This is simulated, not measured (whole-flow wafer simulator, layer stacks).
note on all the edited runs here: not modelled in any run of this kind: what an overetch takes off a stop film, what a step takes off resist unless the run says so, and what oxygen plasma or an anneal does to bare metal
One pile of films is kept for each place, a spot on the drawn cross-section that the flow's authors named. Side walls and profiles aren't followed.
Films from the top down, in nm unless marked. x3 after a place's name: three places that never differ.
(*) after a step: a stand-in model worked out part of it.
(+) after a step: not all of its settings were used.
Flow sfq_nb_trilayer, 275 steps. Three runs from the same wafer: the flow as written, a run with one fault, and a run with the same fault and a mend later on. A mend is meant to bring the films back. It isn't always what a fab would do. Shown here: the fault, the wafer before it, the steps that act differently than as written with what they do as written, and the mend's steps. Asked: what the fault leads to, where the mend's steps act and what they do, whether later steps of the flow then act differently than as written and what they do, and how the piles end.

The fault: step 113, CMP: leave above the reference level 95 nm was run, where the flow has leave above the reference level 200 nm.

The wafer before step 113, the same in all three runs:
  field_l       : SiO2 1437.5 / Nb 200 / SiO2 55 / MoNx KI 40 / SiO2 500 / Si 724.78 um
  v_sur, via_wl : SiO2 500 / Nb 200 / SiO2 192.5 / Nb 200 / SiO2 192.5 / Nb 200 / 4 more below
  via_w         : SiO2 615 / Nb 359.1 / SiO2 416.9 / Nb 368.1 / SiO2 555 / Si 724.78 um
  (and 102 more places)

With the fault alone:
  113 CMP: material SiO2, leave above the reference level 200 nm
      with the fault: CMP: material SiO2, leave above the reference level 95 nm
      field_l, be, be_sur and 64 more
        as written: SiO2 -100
        with the fault: SiO2 -205
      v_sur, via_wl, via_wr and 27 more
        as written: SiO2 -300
        with the fault: SiO2 -405
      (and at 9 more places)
  Later steps of the flow that act differently than as written (3 more steps differ only slightly, by at most 2% or 0.5 nm, whichever is larger, and aren't shown):
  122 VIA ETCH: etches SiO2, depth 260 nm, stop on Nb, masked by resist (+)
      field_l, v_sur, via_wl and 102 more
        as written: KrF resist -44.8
        with the fault: KrF resist -24.5
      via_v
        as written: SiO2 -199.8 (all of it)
        with the fault: SiO2 -94.8 (all of it)
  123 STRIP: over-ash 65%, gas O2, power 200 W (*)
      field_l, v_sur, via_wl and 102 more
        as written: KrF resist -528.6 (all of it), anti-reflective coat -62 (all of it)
        with the fault: KrF resist -548.9 (all of it), anti-reflective coat -62 (all of it)
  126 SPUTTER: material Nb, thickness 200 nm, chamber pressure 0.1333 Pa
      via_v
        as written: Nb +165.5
        with the fault: Nb +189
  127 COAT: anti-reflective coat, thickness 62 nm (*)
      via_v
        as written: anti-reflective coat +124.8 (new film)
        with the fault: anti-reflective coat +102.6 (new film)
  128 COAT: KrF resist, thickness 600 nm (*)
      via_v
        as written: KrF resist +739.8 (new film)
        with the fault: KrF resist +650.1 (new film)
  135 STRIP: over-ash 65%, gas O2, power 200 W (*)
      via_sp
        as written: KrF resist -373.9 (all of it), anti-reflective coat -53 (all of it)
        with the fault: KrF resist -382.6 (all of it), anti-reflective coat -52.9 (all of it)
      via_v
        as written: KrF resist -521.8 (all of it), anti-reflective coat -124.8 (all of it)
        with the fault: KrF resist -432.4 (all of it), anti-reflective coat -102.6 (all of it)
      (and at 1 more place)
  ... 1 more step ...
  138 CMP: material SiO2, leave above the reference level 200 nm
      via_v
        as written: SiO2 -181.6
        with the fault: SiO2 -195.1
  At the end the piles differ from the flow's by more than 2% or 0.5 nm, whichever is larger, at field_l, v_sur, via_wl and 103 more.
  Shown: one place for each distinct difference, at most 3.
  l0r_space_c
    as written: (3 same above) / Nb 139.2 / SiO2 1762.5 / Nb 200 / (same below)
    with the fault: (3 same above) / Nb 139.2 / SiO2 1657.5 / Nb 200 / (same below)
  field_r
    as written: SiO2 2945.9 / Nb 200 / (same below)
    with the fault: SiO2 2840.9 / Nb 200 / (same below)
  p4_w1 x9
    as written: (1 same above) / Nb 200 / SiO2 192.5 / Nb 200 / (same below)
    with the fault: (1 same above) / Nb 200 / SiO2 87.5 / Nb 200 / (same below)

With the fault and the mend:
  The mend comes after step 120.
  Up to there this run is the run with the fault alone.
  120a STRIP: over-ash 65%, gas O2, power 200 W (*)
      field_l, v_sur, via_wl and 102 more
        KrF resist -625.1 (all of it), anti-reflective coat -62 (all of it)
      via_v
        anti-reflective coat -62 (all of it)
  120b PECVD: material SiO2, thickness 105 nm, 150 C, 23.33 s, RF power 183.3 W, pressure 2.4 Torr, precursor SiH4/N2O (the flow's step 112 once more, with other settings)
      field_l, v_sur, via_wl and 103 more
        SiO2 +105
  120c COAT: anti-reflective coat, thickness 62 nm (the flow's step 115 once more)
      field_l, v_sur, via_wl and 103 more
        anti-reflective coat +62 (new film)
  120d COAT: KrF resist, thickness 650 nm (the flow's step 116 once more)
      field_l, v_sur, via_wl and 103 more
        KrF resist +650 (new film)
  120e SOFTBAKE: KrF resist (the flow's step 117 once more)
      changes no film at any place that is followed
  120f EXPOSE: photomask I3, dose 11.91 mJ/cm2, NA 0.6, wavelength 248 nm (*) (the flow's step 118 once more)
      changes no film at any place that is followed
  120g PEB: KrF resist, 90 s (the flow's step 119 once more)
      field_l, v_sur, via_wl and 103 more
        KrF resist -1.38
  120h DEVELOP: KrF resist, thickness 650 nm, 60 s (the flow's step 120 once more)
      field_l, v_sur, via_wl and 102 more
        KrF resist -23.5
      via_v
        KrF resist -648.6 (all of it)
  No later step of the flow acts differently than as written, at any place that is followed, by more than 2% or 0.5 nm, whichever is larger.
  At the end the piles are the same as the flow's at every place that both follow.
